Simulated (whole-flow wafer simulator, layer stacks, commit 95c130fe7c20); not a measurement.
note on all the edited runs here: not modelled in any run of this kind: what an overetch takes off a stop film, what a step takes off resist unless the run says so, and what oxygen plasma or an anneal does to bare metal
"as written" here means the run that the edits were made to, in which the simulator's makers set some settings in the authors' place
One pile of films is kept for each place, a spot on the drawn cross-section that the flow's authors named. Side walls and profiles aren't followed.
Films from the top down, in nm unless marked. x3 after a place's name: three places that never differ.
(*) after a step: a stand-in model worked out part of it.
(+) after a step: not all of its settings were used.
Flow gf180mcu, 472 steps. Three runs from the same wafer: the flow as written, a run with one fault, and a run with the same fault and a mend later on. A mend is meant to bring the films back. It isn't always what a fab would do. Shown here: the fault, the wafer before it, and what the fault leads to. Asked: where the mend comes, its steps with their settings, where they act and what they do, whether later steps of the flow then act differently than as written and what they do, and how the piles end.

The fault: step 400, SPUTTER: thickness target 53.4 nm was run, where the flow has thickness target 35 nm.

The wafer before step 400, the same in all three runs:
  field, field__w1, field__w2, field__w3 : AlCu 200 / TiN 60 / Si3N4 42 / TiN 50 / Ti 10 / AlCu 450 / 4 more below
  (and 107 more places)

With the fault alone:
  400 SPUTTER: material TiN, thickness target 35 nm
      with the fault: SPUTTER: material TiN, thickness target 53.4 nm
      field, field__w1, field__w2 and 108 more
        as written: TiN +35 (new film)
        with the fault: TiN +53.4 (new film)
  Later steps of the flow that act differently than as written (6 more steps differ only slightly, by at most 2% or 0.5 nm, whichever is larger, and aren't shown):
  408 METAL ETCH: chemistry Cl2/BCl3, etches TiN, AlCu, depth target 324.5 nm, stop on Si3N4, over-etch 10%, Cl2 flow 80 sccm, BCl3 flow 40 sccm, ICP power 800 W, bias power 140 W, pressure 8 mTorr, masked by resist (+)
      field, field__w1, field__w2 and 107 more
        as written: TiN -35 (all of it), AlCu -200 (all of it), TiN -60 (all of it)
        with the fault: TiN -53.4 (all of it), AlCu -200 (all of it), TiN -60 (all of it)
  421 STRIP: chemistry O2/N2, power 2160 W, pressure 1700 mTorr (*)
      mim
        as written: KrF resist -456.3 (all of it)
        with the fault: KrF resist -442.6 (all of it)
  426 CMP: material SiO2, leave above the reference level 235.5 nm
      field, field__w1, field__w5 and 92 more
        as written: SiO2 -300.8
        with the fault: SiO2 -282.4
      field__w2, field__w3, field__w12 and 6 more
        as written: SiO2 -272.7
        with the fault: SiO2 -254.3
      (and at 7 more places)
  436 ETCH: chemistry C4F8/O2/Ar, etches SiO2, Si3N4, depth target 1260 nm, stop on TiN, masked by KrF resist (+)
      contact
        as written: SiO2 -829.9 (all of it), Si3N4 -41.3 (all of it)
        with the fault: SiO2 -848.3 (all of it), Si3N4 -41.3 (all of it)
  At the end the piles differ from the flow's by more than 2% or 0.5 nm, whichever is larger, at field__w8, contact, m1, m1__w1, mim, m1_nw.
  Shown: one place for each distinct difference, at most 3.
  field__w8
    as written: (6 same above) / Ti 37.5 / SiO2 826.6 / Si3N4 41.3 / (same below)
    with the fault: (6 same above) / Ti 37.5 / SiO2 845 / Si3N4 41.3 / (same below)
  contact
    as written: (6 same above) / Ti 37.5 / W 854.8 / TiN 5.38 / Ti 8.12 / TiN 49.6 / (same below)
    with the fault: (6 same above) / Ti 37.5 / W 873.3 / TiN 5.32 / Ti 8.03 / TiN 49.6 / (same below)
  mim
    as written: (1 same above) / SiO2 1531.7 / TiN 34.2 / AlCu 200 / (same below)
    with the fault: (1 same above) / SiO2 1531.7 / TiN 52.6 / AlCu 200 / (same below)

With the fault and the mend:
  The mend comes after step 407.
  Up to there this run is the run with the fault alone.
  408 METAL ETCH: chemistry Cl2/BCl3, etches TiN, AlCu, depth target 342.9 nm, stop on Si3N4, over-etch 10%, Cl2 flow 80 sccm, BCl3 flow 40 sccm, ICP power 800 W, bias power 140 W, pressure 8 mTorr, masked by resist (+) (the flow's step 408, which as written has depth target 324.5 nm)
      field, field__w1, field__w2 and 107 more
        TiN -53.4 (all of it), AlCu -200 (all of it), TiN -60 (all of it)
      mim
        resist -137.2
  Later steps of the flow that act differently than as written (7 more steps differ only slightly, by at most 2% or 0.5 nm, whichever is larger, and aren't shown):
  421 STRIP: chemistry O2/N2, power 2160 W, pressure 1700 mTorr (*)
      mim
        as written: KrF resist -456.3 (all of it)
        with the mend: KrF resist -442.6 (all of it)
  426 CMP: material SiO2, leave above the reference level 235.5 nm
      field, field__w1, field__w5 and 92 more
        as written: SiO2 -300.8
        with the mend: SiO2 -282.4
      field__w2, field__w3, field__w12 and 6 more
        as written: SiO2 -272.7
        with the mend: SiO2 -254.3
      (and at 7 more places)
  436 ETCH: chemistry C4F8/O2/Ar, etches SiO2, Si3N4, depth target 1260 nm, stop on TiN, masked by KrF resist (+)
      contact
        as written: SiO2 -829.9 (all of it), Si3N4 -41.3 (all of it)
        with the mend: SiO2 -848.3 (all of it), Si3N4 -41.3 (all of it)
  At the end the piles differ from the flow's by more than 2% or 0.5 nm, whichever is larger, at field__w8, contact, m1, m1__w1, mim, m1_nw.
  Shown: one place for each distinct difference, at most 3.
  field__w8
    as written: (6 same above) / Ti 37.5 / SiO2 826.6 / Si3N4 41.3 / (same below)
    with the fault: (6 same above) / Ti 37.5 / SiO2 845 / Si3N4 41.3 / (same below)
    with the mend: (6 same above) / Ti 37.5 / SiO2 845 / Si3N4 41.3 / (same below)
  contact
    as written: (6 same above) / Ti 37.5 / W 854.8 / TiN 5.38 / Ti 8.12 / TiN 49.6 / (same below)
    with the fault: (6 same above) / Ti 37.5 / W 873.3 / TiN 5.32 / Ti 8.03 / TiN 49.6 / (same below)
    with the mend: (6 same above) / Ti 37.5 / W 873.3 / TiN 5.32 / Ti 8.03 / TiN 49.6 / (same below)
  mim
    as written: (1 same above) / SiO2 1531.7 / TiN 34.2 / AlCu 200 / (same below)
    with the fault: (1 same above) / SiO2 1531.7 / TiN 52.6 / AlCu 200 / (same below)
    with the mend: (1 same above) / SiO2 1531.7 / TiN 52.6 / AlCu 200 / (same below)
